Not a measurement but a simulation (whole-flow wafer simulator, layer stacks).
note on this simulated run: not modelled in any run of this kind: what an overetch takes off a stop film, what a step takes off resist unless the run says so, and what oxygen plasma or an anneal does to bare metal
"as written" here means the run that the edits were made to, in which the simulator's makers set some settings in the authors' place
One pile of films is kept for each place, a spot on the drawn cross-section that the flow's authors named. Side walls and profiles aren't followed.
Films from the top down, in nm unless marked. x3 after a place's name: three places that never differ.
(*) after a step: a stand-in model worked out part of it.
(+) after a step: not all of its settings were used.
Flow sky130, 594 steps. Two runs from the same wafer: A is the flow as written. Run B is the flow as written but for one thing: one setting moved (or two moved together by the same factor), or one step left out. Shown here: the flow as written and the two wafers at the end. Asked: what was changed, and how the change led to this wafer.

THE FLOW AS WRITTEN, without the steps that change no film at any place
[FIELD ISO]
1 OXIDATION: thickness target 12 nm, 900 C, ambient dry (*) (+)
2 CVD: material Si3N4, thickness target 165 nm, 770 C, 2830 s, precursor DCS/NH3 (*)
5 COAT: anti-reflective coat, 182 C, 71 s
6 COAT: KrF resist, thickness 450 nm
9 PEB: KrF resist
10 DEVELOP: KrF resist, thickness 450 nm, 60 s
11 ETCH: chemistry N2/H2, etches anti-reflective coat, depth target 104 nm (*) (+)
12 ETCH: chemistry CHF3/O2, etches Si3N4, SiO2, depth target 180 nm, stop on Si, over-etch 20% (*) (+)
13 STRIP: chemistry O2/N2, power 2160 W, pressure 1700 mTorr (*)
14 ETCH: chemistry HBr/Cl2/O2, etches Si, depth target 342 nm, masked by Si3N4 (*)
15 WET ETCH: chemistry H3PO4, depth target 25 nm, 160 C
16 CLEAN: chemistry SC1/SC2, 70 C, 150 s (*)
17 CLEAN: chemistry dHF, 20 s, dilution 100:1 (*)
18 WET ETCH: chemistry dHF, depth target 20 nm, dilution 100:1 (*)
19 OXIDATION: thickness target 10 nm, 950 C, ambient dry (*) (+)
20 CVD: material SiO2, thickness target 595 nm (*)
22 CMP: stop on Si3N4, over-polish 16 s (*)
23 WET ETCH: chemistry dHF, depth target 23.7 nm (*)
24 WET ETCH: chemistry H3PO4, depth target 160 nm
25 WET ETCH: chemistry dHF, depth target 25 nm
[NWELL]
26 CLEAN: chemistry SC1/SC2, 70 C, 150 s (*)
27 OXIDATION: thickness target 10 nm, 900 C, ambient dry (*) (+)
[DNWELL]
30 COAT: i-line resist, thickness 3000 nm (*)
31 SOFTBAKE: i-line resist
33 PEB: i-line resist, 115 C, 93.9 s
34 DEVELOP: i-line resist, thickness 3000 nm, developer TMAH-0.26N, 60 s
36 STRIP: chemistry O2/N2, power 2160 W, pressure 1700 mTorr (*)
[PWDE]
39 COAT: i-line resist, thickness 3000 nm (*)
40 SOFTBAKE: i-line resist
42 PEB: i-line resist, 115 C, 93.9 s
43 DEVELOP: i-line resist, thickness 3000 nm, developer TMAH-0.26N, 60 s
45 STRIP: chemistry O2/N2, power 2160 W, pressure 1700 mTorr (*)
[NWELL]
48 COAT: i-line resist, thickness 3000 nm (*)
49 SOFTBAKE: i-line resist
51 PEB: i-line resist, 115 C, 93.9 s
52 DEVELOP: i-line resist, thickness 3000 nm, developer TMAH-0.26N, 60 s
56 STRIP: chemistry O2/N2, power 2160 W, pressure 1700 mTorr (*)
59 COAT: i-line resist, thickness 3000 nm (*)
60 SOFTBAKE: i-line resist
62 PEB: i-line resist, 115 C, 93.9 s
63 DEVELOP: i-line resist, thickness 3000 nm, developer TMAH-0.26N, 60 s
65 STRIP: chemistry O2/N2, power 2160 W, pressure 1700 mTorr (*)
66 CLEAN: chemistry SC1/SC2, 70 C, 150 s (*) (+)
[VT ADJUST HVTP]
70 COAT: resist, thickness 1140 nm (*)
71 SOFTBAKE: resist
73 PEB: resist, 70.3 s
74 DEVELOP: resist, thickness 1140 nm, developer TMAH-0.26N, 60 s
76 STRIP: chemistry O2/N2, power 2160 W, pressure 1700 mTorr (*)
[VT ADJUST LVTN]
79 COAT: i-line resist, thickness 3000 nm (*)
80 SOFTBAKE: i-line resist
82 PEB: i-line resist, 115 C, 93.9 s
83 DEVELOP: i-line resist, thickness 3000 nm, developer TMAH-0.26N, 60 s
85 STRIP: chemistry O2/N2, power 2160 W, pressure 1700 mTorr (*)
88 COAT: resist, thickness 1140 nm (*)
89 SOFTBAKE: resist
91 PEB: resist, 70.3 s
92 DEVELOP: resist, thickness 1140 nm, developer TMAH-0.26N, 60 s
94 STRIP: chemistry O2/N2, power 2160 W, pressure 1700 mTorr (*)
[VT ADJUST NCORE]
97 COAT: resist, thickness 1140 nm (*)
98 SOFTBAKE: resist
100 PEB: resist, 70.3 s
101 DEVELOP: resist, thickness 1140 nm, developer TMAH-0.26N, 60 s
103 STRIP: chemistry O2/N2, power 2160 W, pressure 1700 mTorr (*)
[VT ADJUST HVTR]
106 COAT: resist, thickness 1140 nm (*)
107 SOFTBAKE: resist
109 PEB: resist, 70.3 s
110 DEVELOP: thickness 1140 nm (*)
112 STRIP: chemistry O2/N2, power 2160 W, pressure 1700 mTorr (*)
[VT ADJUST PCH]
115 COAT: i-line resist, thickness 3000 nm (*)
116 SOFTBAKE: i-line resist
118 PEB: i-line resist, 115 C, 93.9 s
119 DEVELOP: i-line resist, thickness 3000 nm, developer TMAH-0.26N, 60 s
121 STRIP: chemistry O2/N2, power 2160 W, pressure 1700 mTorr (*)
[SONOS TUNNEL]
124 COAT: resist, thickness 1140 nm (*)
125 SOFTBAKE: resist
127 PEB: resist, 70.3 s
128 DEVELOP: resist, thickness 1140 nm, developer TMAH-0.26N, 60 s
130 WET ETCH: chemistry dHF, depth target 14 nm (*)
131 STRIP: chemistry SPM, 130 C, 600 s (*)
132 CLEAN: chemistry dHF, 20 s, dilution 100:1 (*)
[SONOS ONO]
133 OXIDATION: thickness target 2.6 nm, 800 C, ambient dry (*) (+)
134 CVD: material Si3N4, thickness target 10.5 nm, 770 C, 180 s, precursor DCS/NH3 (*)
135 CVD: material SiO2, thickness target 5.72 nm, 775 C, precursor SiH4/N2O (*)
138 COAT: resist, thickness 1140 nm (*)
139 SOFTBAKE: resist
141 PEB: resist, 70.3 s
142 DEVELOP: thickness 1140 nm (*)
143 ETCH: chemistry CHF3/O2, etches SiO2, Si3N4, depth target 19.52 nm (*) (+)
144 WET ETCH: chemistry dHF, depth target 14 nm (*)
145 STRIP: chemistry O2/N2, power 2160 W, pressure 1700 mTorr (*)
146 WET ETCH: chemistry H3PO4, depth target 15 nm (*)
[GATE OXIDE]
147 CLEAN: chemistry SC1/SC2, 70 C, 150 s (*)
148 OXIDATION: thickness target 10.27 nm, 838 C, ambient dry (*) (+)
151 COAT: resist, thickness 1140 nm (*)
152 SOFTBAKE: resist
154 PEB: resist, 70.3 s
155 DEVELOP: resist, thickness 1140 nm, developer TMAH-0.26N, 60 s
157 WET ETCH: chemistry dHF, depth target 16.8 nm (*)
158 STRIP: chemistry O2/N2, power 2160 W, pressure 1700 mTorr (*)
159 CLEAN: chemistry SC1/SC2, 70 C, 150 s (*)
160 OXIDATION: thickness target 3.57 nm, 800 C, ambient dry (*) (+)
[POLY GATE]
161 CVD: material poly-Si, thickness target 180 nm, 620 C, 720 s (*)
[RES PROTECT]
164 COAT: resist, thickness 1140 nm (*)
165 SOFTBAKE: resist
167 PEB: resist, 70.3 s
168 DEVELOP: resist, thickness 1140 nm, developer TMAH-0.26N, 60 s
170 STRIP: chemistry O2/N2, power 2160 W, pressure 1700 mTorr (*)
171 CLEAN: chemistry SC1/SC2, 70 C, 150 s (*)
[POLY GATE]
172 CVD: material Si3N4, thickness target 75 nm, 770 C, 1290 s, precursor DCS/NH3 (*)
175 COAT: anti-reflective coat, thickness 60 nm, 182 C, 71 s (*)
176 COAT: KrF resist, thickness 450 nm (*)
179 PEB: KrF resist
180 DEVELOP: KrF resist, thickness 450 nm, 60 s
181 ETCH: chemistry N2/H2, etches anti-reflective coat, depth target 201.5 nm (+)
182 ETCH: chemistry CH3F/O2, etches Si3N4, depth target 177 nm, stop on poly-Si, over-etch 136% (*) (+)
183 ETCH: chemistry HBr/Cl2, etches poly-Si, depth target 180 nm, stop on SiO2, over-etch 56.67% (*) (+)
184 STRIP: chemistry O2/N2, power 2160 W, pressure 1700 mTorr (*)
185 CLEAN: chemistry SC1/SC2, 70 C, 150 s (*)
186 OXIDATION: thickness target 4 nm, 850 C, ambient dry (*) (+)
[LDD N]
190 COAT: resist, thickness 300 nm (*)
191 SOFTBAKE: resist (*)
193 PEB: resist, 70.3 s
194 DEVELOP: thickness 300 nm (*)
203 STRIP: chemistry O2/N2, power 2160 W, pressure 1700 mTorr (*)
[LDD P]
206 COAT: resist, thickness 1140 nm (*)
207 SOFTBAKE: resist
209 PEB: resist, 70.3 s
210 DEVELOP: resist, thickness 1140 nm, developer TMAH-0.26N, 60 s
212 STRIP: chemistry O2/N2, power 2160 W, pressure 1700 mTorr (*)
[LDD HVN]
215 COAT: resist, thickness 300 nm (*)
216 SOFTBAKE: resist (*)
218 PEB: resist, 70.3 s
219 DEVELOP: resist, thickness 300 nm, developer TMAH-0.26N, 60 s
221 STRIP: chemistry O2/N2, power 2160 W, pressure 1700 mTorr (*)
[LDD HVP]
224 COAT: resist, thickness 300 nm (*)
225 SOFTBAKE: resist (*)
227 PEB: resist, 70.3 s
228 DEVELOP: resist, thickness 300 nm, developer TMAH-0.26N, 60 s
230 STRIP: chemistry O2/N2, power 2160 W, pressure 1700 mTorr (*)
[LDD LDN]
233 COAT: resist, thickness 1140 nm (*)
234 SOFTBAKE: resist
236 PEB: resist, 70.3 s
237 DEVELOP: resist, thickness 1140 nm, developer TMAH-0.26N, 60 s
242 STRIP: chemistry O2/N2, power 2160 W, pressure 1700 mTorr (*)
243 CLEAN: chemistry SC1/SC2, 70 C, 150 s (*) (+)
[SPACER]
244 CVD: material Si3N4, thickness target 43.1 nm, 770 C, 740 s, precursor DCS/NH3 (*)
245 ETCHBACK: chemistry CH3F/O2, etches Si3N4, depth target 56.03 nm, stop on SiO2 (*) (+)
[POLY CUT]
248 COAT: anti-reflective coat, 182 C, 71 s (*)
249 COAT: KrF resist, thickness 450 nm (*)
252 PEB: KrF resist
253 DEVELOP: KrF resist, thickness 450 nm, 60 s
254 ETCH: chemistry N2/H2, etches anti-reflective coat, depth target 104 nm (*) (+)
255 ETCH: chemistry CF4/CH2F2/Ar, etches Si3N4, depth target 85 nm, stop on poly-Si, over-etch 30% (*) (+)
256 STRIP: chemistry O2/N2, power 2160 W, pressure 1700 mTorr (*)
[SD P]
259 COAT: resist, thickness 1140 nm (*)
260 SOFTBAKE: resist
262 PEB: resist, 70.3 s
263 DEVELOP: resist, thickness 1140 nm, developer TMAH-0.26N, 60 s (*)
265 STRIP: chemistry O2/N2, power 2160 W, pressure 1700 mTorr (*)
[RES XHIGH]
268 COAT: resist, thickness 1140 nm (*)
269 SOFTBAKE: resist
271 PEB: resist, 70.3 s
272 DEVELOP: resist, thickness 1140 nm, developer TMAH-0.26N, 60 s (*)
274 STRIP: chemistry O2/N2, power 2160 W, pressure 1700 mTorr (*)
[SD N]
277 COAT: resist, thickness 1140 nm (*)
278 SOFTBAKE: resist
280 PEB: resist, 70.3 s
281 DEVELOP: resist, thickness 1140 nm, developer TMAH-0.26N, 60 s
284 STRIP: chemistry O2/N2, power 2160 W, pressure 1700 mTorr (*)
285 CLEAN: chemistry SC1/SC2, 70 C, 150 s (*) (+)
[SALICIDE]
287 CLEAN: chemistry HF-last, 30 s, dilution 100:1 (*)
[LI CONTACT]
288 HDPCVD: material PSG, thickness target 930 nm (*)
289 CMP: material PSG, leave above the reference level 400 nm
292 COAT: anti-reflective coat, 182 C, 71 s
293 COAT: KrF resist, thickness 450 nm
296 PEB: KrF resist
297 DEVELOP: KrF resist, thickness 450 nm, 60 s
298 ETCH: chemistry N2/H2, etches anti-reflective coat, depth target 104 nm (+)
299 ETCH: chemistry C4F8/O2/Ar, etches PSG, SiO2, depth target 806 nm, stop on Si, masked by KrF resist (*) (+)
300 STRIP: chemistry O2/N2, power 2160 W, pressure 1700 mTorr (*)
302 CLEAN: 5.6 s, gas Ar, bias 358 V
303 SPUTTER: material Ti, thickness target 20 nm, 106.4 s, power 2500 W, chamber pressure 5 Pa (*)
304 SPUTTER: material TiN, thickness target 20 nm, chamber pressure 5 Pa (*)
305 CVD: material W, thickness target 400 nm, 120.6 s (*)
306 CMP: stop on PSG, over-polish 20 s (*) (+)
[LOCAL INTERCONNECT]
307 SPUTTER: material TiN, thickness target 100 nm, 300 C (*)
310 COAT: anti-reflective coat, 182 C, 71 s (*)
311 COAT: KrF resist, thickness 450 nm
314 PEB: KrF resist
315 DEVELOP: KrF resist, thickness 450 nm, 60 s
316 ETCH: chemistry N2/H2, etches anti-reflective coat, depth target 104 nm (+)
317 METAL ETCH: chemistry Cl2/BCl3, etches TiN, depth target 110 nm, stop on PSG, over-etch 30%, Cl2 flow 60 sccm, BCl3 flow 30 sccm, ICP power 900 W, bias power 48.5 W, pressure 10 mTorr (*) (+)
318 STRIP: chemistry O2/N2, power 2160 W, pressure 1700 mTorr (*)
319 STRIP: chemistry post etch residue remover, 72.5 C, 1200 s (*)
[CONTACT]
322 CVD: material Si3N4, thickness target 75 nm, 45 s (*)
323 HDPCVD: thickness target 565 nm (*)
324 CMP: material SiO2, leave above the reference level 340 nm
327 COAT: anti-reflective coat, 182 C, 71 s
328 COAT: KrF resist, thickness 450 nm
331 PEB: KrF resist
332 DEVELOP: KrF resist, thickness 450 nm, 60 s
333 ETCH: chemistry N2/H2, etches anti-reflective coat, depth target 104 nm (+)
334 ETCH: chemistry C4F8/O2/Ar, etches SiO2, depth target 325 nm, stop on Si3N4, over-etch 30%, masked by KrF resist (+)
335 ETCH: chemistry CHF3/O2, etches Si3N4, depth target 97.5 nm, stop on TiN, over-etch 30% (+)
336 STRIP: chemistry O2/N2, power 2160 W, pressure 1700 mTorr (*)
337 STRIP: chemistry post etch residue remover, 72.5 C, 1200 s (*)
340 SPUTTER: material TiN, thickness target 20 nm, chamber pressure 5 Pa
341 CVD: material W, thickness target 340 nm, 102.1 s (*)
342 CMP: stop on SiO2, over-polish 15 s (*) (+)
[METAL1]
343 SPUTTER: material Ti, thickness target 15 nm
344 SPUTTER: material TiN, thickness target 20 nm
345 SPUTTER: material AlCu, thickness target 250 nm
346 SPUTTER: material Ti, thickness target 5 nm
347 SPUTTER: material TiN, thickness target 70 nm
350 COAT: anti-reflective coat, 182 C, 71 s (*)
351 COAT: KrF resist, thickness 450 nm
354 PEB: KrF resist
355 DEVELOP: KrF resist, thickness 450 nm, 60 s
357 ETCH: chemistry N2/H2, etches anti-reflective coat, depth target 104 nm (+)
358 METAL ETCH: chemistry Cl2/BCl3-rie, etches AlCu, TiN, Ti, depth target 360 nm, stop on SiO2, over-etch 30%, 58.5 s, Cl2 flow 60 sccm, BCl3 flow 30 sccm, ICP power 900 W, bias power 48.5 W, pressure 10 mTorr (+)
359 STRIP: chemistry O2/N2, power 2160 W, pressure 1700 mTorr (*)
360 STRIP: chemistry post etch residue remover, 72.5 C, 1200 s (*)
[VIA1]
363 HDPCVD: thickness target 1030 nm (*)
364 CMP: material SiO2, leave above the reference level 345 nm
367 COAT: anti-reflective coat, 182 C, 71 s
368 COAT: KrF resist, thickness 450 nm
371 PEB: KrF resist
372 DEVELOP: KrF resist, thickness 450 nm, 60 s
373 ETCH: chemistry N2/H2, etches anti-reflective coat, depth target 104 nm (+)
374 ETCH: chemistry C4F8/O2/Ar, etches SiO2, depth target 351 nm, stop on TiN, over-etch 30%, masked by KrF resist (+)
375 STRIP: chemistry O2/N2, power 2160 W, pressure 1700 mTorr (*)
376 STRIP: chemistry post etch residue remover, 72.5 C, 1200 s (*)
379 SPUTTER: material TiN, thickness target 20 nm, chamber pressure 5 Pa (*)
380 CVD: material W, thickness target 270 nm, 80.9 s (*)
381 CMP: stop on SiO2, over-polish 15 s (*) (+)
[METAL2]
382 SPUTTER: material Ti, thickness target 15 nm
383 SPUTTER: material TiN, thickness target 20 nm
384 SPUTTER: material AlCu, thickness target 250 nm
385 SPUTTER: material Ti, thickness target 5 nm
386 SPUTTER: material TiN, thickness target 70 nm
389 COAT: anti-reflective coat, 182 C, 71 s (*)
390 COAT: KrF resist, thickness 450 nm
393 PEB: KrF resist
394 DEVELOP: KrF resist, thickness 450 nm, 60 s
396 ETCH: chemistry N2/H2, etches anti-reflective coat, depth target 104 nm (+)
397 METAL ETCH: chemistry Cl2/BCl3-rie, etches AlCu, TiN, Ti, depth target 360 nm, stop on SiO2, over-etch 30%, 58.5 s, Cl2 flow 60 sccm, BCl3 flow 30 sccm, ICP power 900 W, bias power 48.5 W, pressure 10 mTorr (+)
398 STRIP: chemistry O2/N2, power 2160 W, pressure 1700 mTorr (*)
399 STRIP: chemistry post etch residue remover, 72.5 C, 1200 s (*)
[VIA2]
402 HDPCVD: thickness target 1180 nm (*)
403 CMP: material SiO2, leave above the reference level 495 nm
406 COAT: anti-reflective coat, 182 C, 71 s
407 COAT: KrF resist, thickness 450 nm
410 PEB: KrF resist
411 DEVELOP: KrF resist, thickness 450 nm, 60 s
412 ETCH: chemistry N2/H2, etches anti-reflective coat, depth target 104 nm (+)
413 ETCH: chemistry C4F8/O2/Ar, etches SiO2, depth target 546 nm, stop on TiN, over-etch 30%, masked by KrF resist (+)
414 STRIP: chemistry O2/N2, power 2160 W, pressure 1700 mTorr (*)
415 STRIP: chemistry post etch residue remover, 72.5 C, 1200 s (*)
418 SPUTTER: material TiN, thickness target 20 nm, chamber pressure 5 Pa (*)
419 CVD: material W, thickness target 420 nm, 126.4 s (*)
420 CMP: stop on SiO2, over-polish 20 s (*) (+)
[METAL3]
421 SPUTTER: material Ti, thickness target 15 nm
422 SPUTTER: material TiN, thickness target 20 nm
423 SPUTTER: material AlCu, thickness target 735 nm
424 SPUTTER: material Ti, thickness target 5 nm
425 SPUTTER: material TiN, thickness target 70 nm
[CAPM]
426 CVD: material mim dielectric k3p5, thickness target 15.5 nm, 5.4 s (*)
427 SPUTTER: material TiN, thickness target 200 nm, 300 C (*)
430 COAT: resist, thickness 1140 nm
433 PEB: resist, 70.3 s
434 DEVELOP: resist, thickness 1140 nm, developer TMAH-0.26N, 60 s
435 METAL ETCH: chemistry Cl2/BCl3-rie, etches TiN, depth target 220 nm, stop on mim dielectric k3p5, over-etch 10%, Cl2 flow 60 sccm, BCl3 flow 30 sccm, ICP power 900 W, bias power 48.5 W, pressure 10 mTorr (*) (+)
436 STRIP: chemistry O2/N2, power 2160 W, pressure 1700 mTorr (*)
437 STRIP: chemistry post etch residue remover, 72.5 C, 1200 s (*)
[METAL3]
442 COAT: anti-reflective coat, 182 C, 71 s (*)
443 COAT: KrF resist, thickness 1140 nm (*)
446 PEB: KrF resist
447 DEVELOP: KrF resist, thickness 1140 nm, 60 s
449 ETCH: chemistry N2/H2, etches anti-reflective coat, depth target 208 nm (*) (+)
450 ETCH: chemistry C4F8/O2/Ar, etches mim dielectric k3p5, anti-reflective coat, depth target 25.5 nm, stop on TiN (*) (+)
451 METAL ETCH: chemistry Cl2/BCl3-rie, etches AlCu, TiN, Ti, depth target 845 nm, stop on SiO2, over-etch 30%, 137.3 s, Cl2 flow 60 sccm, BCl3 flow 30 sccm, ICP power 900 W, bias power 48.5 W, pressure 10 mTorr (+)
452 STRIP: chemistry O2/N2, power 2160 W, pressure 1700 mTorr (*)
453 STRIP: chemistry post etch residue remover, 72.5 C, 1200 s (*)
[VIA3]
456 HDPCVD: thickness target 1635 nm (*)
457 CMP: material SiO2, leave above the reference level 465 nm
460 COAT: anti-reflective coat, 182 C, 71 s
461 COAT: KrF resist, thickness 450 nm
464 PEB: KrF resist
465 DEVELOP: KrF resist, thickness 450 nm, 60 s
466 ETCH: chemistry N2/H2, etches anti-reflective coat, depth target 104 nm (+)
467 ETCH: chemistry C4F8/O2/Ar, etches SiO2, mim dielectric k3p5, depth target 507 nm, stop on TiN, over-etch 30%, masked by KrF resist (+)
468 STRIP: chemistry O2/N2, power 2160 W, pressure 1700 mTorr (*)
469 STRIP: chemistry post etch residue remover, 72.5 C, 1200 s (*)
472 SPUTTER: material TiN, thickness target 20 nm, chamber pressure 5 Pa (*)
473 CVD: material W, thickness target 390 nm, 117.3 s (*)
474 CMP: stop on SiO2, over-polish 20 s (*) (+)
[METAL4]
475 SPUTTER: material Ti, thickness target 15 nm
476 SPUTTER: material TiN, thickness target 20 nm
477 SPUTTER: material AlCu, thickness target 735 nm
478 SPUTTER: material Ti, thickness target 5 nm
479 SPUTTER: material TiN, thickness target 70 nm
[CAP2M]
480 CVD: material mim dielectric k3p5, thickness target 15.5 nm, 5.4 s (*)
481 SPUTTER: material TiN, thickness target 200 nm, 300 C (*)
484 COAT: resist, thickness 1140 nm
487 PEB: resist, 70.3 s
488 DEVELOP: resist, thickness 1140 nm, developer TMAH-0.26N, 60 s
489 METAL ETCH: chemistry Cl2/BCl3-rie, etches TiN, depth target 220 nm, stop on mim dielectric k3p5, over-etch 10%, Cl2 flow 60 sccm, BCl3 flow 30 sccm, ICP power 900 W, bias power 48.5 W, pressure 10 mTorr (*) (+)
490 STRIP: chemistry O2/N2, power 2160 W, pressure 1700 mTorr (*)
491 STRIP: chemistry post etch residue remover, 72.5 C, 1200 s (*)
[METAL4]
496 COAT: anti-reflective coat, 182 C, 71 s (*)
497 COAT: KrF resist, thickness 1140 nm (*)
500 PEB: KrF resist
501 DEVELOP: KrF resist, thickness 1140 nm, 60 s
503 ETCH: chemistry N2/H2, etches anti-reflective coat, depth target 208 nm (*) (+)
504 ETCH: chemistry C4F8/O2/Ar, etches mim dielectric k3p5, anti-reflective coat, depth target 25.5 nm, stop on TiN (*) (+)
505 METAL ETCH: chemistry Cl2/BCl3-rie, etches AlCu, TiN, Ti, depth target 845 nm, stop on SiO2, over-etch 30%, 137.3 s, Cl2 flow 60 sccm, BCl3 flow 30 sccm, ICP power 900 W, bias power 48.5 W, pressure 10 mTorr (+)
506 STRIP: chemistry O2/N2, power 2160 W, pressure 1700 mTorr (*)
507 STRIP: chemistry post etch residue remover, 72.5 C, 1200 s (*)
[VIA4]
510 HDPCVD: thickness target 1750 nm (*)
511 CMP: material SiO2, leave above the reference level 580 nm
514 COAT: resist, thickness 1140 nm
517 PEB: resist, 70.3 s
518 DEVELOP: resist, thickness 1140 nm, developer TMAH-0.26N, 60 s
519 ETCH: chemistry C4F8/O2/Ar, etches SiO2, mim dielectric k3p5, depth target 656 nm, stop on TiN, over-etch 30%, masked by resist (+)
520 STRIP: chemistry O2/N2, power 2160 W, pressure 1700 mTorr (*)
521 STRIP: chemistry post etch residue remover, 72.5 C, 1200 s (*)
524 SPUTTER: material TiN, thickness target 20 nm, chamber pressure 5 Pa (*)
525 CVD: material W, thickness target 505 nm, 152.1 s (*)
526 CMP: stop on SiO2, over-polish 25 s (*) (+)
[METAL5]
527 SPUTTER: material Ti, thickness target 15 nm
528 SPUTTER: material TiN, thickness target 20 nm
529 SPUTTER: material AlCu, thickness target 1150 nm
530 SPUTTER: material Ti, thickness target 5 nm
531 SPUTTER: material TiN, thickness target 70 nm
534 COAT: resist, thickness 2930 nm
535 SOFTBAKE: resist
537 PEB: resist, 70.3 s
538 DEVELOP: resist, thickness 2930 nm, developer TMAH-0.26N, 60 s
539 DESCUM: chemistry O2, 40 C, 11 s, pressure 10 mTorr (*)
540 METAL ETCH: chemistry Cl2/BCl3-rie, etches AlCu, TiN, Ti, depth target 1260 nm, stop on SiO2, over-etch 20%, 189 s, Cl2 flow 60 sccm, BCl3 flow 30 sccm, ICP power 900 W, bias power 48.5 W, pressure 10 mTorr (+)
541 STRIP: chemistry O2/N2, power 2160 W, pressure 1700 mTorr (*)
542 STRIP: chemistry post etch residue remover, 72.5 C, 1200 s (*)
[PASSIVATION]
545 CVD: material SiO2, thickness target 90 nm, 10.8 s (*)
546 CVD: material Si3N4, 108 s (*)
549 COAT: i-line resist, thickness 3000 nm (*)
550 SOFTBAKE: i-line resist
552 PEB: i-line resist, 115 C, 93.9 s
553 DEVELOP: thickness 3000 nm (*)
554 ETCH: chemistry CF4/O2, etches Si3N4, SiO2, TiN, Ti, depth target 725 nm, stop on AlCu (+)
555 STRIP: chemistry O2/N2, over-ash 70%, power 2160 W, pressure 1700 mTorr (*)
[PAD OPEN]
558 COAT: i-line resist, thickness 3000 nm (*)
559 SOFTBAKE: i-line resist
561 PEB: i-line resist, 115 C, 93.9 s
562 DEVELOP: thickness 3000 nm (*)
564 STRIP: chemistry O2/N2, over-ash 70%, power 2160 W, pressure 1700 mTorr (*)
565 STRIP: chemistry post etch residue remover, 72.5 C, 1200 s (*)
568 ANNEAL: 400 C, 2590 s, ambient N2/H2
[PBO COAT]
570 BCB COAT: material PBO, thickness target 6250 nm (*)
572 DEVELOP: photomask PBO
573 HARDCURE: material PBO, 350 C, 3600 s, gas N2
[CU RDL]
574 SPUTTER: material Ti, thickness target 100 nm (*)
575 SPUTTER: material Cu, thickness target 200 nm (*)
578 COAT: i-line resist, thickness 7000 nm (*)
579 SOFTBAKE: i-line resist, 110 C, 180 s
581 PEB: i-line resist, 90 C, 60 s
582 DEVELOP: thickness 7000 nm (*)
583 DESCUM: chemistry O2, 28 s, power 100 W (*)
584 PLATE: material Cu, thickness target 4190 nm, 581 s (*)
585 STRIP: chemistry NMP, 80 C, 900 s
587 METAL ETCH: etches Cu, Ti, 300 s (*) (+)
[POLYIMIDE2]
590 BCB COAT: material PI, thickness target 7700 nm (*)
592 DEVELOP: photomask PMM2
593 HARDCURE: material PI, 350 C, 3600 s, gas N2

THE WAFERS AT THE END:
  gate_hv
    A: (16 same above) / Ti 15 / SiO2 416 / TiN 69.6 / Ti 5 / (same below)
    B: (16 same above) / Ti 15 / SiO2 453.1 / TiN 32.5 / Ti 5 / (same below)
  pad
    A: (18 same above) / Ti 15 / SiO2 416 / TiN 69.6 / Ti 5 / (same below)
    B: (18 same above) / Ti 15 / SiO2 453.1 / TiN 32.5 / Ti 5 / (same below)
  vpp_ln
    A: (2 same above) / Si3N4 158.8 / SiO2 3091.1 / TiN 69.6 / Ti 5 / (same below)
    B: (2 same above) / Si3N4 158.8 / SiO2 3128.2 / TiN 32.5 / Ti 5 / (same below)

The cause: step 386, SPUTTER: thickness target 32.9 nm was run, where the flow has thickness target 70 nm.

How the change led to this, step by step:
  386 SPUTTER: material TiN, thickness target 70 nm
      field, active, n_well and 188 more: A TiN +70 (new film) | B TiN +32.9 (new film)
  397 METAL ETCH: chemistry Cl2/BCl3-rie, etches AlCu, TiN, Ti, depth target 360 nm, stop on SiO2, over-etch 30%, 58.5 s, Cl2 flow 60 sccm, BCl3 flow 30 sccm, ICP power 900 W, bias power 48.5 W, pressure 10 mTorr (+)
      field, active, gate and 82 more: A TiN -68.7 (all of it), Ti -5 (all of it), AlCu -250 (all of it), TiN -20 (all of it), Ti -15 (all of it), SiO2 -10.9 | B TiN -31.6 (all of it), Ti -5 (all of it), AlCu -250 (all of it), TiN -20 (all of it), Ti -15 (all of it), SiO2 -14.6
  403 CMP: material SiO2, leave above the reference level 495 nm
      n_well, p_well, gate_hv and 101 more: A SiO2 -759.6 | B SiO2 -722.5
      m1, via1_hole: A SiO2 -759.1 | B SiO2 -722
  413 ETCH: chemistry C4F8/O2/Ar, etches SiO2, depth target 546 nm, stop on TiN, over-etch 30%, masked by KrF resist (+)
      m1: A SiO2 -420.3 (all of it) | B SiO2 -457.4 (all of it)
      via2_hole: A SiO2 -419.8 (all of it) | B SiO2 -456.9 (all of it)
  418 SPUTTER: material TiN, thickness target 20 nm, chamber pressure 5 Pa (*)
      via2_hole: A TiN +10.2 | B TiN +9.69
  419 CVD: material W, thickness target 420 nm, 126.4 s (*)
      m1: A W +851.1 (new film) | B W +888.7 (new film)
      via2_hole: A W +850.7 (new film) | B W +888.3 (new film)
